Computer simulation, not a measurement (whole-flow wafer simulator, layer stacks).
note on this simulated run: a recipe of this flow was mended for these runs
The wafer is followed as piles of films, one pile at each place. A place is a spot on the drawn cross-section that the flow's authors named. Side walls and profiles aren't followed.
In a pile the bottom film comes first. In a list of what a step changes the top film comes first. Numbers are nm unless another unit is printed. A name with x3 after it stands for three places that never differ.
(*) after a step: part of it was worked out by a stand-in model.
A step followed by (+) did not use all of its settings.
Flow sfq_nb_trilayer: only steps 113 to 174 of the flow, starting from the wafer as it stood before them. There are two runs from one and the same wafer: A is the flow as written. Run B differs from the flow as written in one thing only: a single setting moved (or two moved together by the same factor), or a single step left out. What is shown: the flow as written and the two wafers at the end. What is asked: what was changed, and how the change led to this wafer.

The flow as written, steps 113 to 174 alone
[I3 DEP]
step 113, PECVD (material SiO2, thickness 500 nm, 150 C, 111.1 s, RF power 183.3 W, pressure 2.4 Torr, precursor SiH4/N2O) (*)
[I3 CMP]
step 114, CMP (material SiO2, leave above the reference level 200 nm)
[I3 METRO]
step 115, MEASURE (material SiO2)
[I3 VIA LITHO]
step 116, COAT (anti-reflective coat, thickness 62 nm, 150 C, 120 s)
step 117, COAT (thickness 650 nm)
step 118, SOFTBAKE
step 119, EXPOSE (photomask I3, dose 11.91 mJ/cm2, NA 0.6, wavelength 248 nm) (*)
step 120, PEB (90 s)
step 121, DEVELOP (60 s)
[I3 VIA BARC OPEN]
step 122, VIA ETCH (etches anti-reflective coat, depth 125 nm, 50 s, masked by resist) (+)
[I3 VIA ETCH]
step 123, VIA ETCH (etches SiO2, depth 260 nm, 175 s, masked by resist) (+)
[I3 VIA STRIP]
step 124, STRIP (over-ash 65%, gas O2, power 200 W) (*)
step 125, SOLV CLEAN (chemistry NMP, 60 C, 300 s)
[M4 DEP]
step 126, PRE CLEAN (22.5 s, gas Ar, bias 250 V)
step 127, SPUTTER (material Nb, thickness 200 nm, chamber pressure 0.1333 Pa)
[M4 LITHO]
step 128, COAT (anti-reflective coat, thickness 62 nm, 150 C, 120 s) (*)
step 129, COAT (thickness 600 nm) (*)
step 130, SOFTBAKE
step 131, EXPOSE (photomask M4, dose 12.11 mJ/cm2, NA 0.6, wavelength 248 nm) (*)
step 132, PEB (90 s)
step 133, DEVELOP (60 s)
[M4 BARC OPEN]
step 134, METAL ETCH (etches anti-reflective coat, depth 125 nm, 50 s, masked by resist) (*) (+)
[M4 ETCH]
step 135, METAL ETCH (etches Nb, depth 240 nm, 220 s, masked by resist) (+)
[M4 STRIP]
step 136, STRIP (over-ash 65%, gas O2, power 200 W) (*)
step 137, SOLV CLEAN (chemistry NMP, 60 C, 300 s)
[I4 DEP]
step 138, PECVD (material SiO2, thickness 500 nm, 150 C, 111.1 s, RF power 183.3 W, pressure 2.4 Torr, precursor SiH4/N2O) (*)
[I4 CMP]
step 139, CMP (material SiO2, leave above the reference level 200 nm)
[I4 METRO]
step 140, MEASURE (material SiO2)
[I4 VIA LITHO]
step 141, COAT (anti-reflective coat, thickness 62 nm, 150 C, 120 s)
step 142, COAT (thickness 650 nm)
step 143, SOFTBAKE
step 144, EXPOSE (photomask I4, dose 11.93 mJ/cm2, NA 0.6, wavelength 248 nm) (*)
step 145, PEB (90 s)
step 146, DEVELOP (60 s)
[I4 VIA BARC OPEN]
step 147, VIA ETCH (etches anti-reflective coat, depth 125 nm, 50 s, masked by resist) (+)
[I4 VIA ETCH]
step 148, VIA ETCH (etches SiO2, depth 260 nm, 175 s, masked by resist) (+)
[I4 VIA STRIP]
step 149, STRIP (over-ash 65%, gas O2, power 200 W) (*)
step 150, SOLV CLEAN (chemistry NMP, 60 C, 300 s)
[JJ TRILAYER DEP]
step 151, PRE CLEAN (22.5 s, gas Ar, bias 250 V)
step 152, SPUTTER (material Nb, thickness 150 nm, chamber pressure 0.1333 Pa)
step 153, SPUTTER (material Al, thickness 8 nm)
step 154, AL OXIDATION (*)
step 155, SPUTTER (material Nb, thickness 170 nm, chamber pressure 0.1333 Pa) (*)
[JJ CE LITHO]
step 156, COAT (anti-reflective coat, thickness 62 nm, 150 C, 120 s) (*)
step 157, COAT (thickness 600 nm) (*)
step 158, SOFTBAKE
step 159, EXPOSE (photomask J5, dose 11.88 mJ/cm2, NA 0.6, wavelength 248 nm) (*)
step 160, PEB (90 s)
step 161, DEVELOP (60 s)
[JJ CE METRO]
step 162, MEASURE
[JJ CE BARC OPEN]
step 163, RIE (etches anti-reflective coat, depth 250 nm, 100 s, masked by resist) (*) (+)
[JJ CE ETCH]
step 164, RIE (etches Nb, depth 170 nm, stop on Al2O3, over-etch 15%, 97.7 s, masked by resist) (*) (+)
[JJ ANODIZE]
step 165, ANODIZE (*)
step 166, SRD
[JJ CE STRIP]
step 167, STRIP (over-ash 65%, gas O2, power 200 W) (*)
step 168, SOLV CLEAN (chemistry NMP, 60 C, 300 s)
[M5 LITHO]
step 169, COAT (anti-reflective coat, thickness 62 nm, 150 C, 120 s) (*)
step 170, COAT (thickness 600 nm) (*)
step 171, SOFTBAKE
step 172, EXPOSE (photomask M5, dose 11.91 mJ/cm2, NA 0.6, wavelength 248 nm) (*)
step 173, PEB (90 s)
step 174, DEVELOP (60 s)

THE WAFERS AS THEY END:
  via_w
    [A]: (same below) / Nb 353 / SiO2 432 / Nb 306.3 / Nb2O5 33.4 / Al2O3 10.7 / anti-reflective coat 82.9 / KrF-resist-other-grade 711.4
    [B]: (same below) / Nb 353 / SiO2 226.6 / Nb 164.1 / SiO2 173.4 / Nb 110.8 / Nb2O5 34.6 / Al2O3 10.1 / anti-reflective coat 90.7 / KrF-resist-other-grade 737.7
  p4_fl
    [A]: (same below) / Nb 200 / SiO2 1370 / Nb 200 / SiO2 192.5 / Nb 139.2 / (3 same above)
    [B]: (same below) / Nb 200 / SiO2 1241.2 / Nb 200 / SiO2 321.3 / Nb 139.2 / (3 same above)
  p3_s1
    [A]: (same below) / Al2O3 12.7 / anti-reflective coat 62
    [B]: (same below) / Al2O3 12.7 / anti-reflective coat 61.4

Cause: step 113, PECVD: 61.11 s was run, while the flow as written has 111.1 s.

Step by step, how the change led to this:
  step 113, PECVD (material SiO2, thickness 500 nm, 150 C, 111.1 s, RF power 183.3 W, pressure 2.4 Torr, precursor SiH4/N2O) (*)
      field_l, be, be_sur and 64 more: A +500 SiO2 | B +275.2 SiO2
      v_sur, via_wl, via_wr and 27 more: A +500 SiO2 (new film) | B +275.2 SiO2 (new film)
      (also at 9 further places)
  step 114, CMP (material SiO2, leave above the reference level 200 nm)
      field_l, be, be_sur and 64 more: A -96 SiO2 | B nothing
      p4_g1, p4_g2, p3_s0, p3_s1, p3_s2, p3_s3, p3_s4, p3_s5: A -157.1 SiO2 | B nothing
      (also at 31 further places)
  step 116, COAT (anti-reflective coat, thickness 62 nm, 150 C, 120 s)
      p3_l1, p3_l2, p3_l3, p3_l4: A +62 anti-reflective coat (new film) | B +47.3 anti-reflective coat (new film)
      wl_a_m6, wl_a_sr, wl_b_sl: A +62 anti-reflective coat (new film) | B +59 anti-reflective coat (new film)
      (also at 84 further places)
  step 117, COAT (thickness 650 nm)
      m0r_line_l x3: A +650 KrF-resist-other-grade (new film) | B +688.8 KrF-resist-other-grade (new film)
      m0r_line_r x3: A +650 KrF-resist-other-grade (new film) | B +689.5 KrF-resist-other-grade (new film)
      (also at 66 further places)
  step 121, DEVELOP (60 s)
      via_v: A -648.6 KrF-resist-other-grade (all of it) | B -596.4 KrF-resist-other-grade (all of it)
  step 122, VIA ETCH (etches anti-reflective coat, depth 125 nm, 50 s, masked by resist) (+)
      via_v: A -62 anti-reflective coat (all of it), -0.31 SiO2 | B -65.6 anti-reflective coat (all of it), -0.3 SiO2
  step 124, STRIP (over-ash 65%, gas O2, power 200 W) (*)
      m0r_line_l x3: A -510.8 KrF-resist-other-grade (all of it), -62 anti-reflective coat (all of it) | B -549.5 KrF-resist-other-grade (all of it), -51.3 anti-reflective coat (all of it)
      m0r_space_l, m6r_space_l x2: A -510.8 KrF-resist-other-grade (all of it), -62 anti-reflective coat (all of it) | B -519.5 KrF-resist-other-grade (all of it), -88.2 anti-reflective coat (all of it)
      (also at 99 further places)
  step 127, SPUTTER (material Nb, thickness 200 nm, chamber pressure 0.1333 Pa)
      via_w: A +200 Nb (new film) | B +164.1 Nb (new film)
  step 128, COAT (anti-reflective coat, thickness 62 nm, 150 C, 120 s) (*)
      p3_l2, p3_l3, p3_l4: A +62 anti-reflective coat (new film) | B +44.6 anti-reflective coat (new film)
      m0r_line_l x3: A +62 anti-reflective coat (new film) | B +48.6 anti-reflective coat (new film)
      (also at 82 further places)
  step 129, COAT (thickness 600 nm) (*)
      p3_s1, m5r_line_l, m5r_line_r: A +600 KrF-resist-other-grade (new film) | B +631.4 KrF-resist-other-grade (new film)
      m0r_line_l x3: A +600 KrF-resist-other-grade (new film) | B +638.7 KrF-resist-other-grade (new film)
      (also at 71 further places)
  step 133, DEVELOP (60 s)
      p3_s1, m5r_line_l, m5r_line_r: A -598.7 KrF-resist-other-grade (all of it) | B -630.1 KrF-resist-other-grade (all of it)
      m0r_line_l x3: A -598.7 KrF-resist-other-grade (all of it) | B -637.4 KrF-resist-other-grade (all of it)
      (also at 35 further places)
  step 134, METAL ETCH (etches anti-reflective coat, depth 125 nm, 50 s, masked by resist) (*) (+)
      m5r_linepad_l, m5r_linepad_r, r5r_spacepad_l, r5r_spacepad_r, m8r_pad_l, m8r_pad_r: A -62 anti-reflective coat (all of it) | B -125 anti-reflective coat
      m0r_line_l x3: A -62 anti-reflective coat (all of it) | B -48.6 anti-reflective coat (all of it)
      (also at 45 further places)
  step 135, METAL ETCH (etches Nb, depth 240 nm, 220 s, masked by resist) (+)
      m5r_linepad_l, m5r_linepad_r: A -200 Nb (all of it), -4 SiO2 | B -11 anti-reflective coat (all of it), -200 Nb (all of it), -1.91 SiO2
      r5r_spacepad_l, r5r_spacepad_r: A -200 Nb (all of it), -4 SiO2 | B -7.33 anti-reflective coat (all of it), -200 Nb (all of it), -2.61 SiO2
  step 136, STRIP (over-ash 65%, gas O2, power 200 W) (*)
      wl_a_sr, wl_b_sl: A -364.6 KrF-resist-other-grade (all of it), -62 anti-reflective coat (all of it) | B -351.8 KrF-resist-other-grade (all of it), -58.9 anti-reflective coat (all of it)
      v_sur: A -360.6 KrF-resist-other-grade (all of it), -64.7 anti-reflective coat (all of it) | B -307.5 KrF-resist-other-grade (all of it), -42 anti-reflective coat (all of it)
      (also at 36 further places)
  step 138, PECVD (material SiO2, thickness 500 nm, 150 C, 111.1 s, RF power 183.3 W, pressure 2.4 Torr, precursor SiH4/N2O) (*)
      p3_s0, p3_s1, p3_s2, p3_s3, p3_s4, p3_s5: A +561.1 SiO2 | B +689.9 SiO2
      via_w: A +500 SiO2 (new film) | B +598.3 SiO2 (new film)
  step 139, CMP (material SiO2, leave above the reference level 200 nm)
      field_l, be, be_sur and 55 more: A -96 SiO2 | B nothing
      lsp_r, l0_sur, l0v: A -87.7 SiO2 | B nothing
      (also at 9 further places)
  ... 17 other steps ...
  step 174, DEVELOP (60 s)
      lsp_m: A -598.6 KrF-resist-other-grade (all of it) | B -584.9 KrF-resist-other-grade (all of it)
With metal films that touch counted as one body, via_w has 4 bodies (between them, from the top down: SiO2 173.4; SiO2 226.6; SiO2 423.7); the flow as written gives 3 bodies (between them, from the top down: SiO2 432; SiO2 423.7).
